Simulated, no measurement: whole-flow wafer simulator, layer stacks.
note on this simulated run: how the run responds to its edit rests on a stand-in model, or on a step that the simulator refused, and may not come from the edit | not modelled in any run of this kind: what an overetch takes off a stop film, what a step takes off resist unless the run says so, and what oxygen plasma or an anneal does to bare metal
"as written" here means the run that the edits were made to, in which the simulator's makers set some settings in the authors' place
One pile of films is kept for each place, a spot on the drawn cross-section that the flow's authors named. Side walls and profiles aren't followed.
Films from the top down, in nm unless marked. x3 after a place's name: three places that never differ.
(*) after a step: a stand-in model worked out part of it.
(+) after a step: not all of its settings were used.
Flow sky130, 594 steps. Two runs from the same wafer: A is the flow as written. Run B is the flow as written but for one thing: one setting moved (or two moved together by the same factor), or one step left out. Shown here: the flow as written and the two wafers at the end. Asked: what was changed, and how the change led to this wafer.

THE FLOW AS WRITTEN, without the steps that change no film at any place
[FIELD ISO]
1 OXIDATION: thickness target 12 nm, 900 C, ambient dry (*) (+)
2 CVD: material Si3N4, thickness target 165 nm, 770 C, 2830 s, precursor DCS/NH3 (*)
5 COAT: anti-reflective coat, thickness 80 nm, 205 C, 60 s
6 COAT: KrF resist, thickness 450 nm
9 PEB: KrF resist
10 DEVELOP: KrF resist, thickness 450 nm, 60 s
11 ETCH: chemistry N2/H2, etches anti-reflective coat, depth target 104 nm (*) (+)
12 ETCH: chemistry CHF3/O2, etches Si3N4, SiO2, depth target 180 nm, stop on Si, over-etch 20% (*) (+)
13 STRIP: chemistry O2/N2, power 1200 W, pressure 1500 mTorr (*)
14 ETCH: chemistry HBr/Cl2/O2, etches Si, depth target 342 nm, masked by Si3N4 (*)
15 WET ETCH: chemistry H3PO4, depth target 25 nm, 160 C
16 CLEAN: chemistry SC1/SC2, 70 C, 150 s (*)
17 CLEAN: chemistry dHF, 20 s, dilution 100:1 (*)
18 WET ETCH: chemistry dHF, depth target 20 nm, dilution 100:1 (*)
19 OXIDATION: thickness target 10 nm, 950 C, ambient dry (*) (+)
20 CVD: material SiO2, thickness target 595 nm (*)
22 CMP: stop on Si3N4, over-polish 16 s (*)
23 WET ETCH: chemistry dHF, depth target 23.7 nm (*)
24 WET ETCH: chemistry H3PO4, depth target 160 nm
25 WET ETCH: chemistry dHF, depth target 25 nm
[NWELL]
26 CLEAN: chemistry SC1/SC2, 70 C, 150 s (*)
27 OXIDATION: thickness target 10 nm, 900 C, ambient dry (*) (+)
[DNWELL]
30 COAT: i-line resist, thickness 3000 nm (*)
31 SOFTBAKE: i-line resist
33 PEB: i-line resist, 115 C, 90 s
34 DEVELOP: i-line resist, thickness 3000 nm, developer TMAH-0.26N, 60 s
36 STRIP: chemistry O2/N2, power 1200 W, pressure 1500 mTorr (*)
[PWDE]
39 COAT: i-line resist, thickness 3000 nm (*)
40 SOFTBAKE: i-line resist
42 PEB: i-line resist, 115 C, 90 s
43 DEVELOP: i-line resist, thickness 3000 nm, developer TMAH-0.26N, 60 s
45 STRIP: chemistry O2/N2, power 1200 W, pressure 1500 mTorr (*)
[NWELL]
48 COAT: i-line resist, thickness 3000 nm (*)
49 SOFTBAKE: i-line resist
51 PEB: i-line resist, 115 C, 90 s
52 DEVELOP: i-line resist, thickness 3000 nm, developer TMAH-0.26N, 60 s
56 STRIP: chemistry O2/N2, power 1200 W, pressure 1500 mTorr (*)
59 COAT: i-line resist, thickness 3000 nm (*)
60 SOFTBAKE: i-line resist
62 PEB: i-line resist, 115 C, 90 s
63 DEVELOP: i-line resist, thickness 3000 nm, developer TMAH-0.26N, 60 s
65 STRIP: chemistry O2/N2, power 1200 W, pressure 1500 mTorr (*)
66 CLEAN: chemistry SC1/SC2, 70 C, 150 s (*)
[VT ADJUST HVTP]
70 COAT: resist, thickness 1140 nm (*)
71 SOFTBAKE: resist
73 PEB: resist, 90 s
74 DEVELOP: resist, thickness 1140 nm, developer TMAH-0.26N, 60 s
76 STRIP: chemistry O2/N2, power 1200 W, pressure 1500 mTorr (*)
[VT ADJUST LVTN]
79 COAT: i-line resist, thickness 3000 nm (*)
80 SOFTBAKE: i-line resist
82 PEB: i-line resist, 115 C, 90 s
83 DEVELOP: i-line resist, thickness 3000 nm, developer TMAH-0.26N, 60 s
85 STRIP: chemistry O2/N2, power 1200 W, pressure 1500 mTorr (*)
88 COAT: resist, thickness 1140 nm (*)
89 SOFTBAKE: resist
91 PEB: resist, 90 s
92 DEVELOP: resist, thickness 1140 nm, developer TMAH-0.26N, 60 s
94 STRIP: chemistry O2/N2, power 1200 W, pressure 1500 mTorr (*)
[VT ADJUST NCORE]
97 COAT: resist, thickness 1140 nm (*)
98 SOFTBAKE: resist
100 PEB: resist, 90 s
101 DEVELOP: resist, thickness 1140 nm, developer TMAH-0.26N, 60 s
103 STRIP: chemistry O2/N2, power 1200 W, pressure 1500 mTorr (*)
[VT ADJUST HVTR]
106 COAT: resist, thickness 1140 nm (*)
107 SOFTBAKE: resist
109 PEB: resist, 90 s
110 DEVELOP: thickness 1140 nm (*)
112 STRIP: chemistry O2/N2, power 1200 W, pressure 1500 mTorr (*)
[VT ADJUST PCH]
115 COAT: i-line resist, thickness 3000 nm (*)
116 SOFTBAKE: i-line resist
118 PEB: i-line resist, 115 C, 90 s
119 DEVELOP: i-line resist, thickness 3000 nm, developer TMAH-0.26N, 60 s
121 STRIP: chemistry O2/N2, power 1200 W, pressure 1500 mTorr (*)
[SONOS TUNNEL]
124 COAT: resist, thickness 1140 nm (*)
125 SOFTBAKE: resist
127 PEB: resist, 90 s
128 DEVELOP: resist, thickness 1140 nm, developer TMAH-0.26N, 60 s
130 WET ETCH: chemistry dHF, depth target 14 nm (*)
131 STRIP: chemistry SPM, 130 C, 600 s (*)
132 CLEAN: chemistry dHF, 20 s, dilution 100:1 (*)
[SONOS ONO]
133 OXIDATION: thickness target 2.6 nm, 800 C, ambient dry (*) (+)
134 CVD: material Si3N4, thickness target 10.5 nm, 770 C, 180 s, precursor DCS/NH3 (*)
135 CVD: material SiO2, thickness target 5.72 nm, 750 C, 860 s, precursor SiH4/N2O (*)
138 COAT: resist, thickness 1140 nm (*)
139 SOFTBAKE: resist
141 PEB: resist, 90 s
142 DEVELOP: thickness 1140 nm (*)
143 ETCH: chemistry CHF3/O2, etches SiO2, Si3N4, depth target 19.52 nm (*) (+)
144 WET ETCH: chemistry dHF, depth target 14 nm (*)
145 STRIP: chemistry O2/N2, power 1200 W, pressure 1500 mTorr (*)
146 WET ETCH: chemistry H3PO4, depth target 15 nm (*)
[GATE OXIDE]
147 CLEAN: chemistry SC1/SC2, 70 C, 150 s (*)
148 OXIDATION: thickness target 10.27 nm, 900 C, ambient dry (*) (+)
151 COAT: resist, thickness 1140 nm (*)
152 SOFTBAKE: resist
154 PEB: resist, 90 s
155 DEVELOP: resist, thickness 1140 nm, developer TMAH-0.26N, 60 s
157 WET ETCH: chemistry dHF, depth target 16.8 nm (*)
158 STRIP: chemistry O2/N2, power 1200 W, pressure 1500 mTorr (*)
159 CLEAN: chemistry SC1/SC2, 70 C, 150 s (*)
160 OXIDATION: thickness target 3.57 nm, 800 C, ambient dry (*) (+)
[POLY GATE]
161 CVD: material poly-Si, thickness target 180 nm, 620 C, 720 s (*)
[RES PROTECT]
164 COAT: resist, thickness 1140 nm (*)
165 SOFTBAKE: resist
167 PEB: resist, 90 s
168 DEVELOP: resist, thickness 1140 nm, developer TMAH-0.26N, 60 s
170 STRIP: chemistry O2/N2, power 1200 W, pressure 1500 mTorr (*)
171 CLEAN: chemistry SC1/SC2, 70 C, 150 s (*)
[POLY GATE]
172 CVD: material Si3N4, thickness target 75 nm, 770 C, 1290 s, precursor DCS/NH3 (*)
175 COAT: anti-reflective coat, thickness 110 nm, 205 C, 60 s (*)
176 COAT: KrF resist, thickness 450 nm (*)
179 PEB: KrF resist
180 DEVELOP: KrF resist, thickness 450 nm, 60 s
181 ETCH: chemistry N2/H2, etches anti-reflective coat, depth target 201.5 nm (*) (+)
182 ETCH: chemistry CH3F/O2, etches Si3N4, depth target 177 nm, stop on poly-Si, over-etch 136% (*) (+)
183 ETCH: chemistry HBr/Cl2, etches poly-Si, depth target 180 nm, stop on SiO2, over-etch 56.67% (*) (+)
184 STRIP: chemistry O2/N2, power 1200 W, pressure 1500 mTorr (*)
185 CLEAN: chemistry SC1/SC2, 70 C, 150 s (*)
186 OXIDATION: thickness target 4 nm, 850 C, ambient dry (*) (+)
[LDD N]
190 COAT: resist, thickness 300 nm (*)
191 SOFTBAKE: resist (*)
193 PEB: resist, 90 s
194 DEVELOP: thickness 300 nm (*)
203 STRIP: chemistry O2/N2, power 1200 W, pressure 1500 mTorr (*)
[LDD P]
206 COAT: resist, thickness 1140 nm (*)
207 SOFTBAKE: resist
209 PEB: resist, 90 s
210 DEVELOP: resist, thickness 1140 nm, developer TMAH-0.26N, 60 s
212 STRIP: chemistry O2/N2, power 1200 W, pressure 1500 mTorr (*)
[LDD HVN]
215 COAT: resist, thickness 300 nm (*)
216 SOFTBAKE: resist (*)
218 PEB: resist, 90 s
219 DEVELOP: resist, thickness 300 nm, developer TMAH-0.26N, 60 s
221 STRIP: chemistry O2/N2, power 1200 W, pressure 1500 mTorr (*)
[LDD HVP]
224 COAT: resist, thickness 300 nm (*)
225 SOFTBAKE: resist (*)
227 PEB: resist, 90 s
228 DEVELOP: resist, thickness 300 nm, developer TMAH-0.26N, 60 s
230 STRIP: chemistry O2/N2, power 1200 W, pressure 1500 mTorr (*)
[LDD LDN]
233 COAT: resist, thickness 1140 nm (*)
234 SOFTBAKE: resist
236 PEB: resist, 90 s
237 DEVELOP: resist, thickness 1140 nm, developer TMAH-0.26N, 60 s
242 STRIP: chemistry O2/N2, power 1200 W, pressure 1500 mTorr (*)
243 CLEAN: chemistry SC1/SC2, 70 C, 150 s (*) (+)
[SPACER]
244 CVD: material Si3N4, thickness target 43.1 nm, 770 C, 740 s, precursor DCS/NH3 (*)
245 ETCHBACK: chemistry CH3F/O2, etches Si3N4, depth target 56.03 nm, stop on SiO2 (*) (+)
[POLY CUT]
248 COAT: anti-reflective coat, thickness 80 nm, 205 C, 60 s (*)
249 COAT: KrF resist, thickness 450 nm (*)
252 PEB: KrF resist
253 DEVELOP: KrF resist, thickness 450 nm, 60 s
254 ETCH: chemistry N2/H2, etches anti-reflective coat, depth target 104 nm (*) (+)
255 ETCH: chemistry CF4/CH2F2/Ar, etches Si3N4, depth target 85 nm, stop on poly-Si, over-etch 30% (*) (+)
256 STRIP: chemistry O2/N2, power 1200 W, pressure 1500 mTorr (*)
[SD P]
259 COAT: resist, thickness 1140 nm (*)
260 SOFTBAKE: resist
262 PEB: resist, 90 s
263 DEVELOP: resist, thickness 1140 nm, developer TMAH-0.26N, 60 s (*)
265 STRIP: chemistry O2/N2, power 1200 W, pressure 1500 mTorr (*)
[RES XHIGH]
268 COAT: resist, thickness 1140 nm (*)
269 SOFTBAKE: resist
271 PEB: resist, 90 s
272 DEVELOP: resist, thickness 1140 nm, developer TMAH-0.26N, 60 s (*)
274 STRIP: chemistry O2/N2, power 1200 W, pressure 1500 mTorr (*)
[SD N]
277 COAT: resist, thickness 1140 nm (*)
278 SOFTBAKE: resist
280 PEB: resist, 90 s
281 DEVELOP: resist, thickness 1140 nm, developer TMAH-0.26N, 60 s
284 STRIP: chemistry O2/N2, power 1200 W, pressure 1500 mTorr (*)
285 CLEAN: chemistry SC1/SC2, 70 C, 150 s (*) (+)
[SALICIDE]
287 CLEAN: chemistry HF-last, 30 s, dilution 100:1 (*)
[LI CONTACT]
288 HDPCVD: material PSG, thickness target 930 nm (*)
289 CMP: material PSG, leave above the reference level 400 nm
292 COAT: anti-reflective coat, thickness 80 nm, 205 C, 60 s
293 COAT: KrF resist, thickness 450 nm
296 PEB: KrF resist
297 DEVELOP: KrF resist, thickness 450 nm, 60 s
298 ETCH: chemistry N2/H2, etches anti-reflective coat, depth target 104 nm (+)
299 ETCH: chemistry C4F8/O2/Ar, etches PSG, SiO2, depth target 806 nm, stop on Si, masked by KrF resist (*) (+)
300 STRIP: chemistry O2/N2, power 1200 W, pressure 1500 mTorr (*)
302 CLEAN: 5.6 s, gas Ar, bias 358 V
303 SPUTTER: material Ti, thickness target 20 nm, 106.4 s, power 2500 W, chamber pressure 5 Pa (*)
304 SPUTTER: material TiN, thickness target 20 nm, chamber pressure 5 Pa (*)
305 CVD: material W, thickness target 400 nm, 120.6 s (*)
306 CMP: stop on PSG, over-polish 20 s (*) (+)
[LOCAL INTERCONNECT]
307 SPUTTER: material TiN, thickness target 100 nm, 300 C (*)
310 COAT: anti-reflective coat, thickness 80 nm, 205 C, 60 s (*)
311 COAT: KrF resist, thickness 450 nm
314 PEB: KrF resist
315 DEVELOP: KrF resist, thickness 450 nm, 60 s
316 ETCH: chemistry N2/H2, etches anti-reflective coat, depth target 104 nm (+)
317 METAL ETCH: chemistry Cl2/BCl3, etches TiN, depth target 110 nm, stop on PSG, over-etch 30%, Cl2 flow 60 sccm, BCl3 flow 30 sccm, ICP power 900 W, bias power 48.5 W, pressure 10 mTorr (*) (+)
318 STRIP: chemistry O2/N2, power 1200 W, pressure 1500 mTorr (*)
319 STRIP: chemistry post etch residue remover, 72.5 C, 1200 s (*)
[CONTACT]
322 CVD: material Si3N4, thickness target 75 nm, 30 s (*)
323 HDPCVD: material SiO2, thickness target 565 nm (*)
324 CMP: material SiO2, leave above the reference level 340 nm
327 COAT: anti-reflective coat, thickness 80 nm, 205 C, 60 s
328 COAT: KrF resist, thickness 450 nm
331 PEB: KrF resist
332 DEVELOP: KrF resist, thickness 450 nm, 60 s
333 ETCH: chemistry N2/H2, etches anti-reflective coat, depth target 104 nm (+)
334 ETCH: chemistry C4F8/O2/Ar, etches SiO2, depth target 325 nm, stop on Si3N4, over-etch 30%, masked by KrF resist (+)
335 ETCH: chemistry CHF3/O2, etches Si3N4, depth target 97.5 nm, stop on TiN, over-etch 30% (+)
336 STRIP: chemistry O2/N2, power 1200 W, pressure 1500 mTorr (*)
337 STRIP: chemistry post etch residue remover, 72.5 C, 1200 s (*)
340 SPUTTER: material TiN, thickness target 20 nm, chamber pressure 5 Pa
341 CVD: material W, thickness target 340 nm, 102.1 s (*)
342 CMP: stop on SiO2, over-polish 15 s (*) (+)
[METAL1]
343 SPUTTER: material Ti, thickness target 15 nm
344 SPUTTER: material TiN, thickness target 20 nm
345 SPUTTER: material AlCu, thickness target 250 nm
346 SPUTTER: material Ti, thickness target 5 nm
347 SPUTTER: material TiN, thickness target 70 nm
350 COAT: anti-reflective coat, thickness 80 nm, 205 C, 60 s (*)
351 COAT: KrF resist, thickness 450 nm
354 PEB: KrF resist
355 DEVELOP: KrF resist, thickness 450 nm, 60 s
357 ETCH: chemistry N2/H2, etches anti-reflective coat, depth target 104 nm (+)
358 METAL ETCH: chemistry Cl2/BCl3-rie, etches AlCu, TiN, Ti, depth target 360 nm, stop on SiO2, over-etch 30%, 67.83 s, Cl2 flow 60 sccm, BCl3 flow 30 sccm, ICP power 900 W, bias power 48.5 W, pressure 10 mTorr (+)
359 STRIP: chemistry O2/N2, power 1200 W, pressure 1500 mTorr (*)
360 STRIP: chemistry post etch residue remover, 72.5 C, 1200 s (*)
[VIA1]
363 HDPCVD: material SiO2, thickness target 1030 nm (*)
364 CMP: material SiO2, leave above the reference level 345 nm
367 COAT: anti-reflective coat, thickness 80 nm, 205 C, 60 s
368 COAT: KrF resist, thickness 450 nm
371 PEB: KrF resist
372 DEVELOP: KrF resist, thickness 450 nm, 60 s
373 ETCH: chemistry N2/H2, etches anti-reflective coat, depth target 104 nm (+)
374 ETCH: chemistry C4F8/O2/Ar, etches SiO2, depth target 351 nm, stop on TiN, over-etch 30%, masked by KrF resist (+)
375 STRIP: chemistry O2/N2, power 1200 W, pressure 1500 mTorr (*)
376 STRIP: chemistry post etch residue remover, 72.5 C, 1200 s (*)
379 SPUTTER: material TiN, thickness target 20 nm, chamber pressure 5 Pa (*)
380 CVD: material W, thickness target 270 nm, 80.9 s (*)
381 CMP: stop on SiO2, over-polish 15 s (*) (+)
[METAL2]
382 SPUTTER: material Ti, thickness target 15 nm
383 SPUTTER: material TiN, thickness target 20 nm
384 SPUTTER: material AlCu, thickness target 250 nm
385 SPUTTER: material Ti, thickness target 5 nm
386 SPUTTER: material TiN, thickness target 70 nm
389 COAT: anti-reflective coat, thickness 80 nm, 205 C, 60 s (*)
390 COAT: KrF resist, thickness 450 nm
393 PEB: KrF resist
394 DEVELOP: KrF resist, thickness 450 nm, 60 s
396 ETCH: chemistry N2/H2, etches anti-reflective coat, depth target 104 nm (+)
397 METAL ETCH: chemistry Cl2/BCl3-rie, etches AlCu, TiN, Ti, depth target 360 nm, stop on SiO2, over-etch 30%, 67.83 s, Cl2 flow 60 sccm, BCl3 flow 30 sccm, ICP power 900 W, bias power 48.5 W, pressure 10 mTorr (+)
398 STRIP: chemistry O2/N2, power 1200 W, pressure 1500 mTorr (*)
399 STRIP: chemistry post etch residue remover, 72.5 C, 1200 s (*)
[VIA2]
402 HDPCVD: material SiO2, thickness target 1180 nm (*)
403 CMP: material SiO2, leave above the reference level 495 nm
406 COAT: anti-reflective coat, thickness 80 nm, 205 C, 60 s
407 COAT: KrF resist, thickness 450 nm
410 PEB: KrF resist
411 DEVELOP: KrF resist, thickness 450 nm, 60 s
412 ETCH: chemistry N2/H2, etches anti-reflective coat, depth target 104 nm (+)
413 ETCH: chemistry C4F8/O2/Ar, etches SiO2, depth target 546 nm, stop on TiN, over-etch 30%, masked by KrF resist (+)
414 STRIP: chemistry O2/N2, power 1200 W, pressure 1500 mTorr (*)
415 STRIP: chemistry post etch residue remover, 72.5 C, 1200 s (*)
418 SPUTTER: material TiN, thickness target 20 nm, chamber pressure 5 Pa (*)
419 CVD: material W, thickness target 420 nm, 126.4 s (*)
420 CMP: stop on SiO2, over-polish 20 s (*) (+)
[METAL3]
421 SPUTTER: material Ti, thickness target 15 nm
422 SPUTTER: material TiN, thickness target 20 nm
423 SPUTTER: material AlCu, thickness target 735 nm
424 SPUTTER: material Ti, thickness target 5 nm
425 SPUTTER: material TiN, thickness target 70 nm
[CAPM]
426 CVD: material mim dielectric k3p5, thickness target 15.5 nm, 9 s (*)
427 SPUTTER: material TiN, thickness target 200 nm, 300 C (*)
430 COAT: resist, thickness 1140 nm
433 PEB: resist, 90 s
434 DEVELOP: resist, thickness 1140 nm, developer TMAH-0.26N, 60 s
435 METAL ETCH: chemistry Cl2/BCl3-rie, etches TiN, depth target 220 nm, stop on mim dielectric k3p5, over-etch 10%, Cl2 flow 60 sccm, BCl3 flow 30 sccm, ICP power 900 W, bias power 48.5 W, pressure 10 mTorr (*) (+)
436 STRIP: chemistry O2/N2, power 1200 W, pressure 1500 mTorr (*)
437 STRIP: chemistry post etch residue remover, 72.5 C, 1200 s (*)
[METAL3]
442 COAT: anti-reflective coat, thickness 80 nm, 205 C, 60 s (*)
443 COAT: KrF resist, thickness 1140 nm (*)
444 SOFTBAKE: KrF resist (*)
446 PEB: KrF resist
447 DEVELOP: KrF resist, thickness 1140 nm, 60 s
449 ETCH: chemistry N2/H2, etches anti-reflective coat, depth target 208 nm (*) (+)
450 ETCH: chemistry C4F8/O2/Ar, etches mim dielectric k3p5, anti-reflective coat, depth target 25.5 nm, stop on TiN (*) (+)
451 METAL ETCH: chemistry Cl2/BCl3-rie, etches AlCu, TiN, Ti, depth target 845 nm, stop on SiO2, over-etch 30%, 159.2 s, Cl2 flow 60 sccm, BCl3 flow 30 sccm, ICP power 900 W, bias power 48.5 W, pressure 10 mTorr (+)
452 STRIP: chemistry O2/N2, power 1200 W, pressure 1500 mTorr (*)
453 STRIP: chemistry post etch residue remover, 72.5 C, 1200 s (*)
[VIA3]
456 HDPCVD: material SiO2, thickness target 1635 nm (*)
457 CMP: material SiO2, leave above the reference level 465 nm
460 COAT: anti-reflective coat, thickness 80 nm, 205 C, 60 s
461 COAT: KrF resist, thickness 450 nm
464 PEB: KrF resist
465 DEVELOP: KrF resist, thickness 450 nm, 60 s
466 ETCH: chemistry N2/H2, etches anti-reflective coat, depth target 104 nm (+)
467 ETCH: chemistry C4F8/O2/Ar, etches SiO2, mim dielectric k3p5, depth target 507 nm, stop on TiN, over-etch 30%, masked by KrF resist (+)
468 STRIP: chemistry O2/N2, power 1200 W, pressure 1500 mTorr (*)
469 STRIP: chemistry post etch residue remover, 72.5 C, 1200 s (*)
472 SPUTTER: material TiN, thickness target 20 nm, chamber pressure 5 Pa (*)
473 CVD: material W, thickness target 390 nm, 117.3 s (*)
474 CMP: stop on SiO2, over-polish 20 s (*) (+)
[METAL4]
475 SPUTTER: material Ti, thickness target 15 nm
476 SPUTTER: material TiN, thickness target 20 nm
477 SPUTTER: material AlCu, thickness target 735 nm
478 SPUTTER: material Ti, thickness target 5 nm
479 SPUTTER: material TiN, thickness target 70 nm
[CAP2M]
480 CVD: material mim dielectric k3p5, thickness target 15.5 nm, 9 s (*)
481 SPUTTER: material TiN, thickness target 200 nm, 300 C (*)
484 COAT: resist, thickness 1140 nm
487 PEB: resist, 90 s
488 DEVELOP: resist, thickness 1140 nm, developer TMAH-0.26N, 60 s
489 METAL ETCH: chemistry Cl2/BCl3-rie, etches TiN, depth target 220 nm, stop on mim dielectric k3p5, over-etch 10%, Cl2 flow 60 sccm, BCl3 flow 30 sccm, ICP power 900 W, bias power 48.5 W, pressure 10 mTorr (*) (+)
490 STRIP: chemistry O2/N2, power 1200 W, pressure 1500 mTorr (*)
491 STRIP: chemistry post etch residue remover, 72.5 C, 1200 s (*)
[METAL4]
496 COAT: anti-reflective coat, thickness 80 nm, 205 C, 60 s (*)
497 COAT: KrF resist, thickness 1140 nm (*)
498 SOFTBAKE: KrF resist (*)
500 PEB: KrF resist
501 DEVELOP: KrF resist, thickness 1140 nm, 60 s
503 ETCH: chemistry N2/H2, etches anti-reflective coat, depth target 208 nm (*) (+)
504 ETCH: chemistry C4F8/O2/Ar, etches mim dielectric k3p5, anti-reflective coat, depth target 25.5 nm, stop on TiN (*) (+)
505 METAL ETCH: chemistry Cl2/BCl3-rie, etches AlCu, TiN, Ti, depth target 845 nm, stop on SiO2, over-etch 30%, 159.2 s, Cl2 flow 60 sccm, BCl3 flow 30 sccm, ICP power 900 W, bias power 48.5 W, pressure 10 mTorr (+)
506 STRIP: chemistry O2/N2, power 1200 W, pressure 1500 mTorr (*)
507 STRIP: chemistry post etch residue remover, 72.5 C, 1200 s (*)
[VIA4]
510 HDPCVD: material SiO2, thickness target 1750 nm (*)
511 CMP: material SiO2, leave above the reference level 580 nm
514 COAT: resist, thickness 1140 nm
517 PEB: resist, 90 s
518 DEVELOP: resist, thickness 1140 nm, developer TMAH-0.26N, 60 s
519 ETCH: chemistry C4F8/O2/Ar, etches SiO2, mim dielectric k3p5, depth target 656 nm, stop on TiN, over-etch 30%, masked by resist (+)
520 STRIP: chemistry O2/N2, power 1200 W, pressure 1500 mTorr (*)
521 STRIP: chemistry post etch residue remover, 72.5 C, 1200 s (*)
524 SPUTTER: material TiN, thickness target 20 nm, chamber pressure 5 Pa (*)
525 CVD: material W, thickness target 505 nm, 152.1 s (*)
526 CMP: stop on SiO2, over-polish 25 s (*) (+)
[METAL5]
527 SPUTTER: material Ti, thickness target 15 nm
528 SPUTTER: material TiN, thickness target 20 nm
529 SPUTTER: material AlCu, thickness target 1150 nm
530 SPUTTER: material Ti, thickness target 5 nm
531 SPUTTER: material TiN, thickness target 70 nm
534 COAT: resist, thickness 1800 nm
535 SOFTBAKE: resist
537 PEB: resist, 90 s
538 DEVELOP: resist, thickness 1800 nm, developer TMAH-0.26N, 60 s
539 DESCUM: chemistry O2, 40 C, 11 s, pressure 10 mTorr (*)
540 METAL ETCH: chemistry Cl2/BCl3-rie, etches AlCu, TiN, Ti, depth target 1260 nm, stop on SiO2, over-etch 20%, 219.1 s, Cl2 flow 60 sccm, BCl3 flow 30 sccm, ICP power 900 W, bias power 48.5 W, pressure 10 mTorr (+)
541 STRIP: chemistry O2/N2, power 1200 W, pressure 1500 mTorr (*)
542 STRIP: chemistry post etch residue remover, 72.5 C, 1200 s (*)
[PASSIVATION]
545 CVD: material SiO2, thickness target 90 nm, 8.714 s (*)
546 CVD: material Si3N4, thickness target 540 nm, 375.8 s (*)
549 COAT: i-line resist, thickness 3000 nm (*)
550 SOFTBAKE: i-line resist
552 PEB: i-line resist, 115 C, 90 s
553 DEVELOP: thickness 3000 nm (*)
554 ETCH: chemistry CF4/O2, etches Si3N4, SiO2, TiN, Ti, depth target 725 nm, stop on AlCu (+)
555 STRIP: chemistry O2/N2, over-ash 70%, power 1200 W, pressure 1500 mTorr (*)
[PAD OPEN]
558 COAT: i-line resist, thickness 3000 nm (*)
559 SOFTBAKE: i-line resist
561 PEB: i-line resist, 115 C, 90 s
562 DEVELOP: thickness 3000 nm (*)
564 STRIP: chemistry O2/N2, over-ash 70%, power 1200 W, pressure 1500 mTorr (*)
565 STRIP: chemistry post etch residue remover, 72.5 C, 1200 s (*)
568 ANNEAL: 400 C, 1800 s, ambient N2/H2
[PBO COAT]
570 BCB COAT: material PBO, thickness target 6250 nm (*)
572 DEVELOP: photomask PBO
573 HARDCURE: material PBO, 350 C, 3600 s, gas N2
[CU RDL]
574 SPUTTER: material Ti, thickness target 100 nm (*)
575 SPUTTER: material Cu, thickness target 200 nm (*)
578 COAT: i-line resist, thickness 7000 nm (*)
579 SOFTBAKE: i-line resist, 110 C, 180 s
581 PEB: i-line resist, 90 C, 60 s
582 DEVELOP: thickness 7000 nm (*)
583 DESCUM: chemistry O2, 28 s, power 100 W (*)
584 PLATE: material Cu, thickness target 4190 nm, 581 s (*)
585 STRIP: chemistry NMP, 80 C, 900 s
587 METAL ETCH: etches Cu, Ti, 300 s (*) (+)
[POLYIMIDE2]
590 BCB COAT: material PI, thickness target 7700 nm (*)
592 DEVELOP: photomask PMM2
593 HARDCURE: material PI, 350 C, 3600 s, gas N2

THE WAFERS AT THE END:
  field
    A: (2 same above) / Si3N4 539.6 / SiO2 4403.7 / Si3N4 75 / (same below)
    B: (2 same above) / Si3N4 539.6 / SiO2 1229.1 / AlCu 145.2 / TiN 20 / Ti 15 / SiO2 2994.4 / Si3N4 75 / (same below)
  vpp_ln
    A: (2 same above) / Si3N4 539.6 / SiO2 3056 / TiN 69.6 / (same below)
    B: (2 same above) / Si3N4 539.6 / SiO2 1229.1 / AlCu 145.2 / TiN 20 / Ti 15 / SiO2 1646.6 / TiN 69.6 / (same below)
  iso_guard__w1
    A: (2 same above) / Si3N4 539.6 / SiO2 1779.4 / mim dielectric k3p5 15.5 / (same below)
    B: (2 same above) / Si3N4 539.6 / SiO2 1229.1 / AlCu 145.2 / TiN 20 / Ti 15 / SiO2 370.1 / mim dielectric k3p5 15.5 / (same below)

The cause: step 505, METAL ETCH: depth target 507 nm was run, where the flow has depth target 845 nm.

How the change led to this, step by step:
  505 METAL ETCH: chemistry Cl2/BCl3-rie, etches AlCu, TiN, Ti, depth target 845 nm, stop on SiO2, over-etch 30%, 159.2 s, Cl2 flow 60 sccm, BCl3 flow 30 sccm, ICP power 900 W, bias power 48.5 W, pressure 10 mTorr (+)
      field, active, gate and 70 more: A TiN -70 (all of it), Ti -5 (all of it), AlCu -735 (all of it), TiN -20 (all of it), Ti -15 (all of it), SiO2 -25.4 | B TiN -70 (all of it), Ti -5 (all of it), AlCu -584.1
      vpp_iso1, mim_edge_plate, m1_ln and 12 more: A TiN -70 (all of it), Ti -5 (all of it), AlCu -735 (all of it), TiN -20 (all of it), Ti -15 (all of it), SiO2 -25.3 | B TiN -70 (all of it), Ti -5 (all of it), AlCu -584.1
      (and at 105 more places)
  506 STRIP: chemistry O2/N2, power 1200 W, pressure 1500 mTorr (*)
      n_well, p_well, gate_hv and 81 more: A KrF resist -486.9 (all of it), anti-reflective coat -80 (all of it) | B KrF resist -706.6 (all of it), anti-reflective coat -80 (all of it)
      m1, via3_hole: A KrF resist -487 (all of it), anti-reflective coat -80.5 (all of it) | B KrF resist -706.7 (all of it), anti-reflective coat -80.5 (all of it)
      (and at 19 more places)
  507 STRIP: chemistry post etch residue remover, 72.5 C, 1200 s (*)
      field, active, gate and 85 more: A nothing | B AlCu -5.72
  510 HDPCVD: material SiO2, thickness target 1750 nm (*)
      field, active, gate and 85 more: A SiO2 +1750 | B SiO2 +1750 (new film)
  511 CMP: material SiO2, leave above the reference level 580 nm
      field, active, gate and 76 more: A SiO2 -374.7 | B SiO2 -580.2
      iso_guard__w1, mim_edge_gap, vpp_l1ln and 6 more: A SiO2 -374.6 | B SiO2 -580.2
Counting metal films that touch as one body, field has 1 body; the flow as written gives 0 bodies.
Counting metal films that touch as one body, vpp_ln has 3 bodies (between them, from the top down: SiO2 1646.6; SiO2 267.2); the flow as written gives 2 bodies (between them, from the top down: SiO2 267.2).
Counting metal films that touch as one body, iso_guard__w1 has 2 bodies (between them, from the top down: SiO2 370.1 / mim dielectric k3p5 15.5); the flow as written gives 1 body.
